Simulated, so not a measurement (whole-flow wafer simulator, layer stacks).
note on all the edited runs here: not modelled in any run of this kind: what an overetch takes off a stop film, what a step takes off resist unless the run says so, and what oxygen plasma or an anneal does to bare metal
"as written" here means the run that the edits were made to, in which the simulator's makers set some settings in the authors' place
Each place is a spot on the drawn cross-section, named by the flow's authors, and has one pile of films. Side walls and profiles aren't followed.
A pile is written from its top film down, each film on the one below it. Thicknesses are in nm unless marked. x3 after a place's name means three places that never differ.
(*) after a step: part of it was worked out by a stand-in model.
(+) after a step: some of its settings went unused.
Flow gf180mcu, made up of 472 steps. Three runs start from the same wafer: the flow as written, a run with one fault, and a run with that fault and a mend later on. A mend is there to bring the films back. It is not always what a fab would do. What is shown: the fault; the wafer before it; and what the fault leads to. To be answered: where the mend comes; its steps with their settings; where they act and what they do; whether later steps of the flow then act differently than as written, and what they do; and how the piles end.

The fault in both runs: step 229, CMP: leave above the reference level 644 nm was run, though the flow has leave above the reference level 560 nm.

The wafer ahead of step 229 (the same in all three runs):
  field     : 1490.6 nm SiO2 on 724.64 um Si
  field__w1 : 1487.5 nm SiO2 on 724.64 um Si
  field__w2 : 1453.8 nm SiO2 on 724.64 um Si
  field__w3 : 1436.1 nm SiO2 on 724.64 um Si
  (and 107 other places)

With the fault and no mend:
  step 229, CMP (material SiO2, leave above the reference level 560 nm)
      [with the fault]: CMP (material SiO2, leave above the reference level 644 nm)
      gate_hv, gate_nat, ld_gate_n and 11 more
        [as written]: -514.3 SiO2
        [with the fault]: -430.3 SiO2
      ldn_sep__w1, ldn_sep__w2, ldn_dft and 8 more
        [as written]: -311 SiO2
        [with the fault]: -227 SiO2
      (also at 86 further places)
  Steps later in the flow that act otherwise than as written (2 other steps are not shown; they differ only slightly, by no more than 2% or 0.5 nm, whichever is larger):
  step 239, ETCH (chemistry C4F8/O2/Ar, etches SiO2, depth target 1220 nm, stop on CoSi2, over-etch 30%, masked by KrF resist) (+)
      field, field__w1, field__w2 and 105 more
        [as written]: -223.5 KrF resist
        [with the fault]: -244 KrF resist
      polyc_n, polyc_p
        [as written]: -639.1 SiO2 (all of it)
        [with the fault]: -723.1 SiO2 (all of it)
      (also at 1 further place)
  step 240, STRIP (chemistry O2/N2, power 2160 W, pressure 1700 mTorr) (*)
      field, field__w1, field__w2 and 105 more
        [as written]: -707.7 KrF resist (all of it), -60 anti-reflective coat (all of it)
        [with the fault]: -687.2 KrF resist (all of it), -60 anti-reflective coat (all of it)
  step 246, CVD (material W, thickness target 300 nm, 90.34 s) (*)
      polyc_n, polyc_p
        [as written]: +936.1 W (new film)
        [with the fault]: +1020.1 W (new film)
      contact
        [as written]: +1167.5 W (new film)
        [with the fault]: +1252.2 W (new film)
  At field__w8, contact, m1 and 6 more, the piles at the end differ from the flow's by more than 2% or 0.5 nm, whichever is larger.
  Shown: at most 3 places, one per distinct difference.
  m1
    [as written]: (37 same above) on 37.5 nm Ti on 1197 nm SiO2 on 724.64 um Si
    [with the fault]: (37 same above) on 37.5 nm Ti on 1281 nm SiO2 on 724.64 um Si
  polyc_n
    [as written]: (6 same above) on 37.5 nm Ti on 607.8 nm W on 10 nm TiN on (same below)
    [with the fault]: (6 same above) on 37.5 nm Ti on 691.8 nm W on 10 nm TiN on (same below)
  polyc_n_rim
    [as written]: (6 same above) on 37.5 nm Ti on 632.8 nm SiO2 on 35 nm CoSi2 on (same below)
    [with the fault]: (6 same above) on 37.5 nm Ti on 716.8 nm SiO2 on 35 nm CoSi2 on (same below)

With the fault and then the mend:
  The mend follows step 229.
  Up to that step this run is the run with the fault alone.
  step 229a, CMP (material SiO2, leave above the reference level 560 nm) (a further turn of the flow's step 229)
      field, field__w1, field__w2 and 108 more
        -84 SiO2
  Later steps of the flow that are run all act as written at every place that is followed.
  The piles end the same as the flow's at every place that both follow.
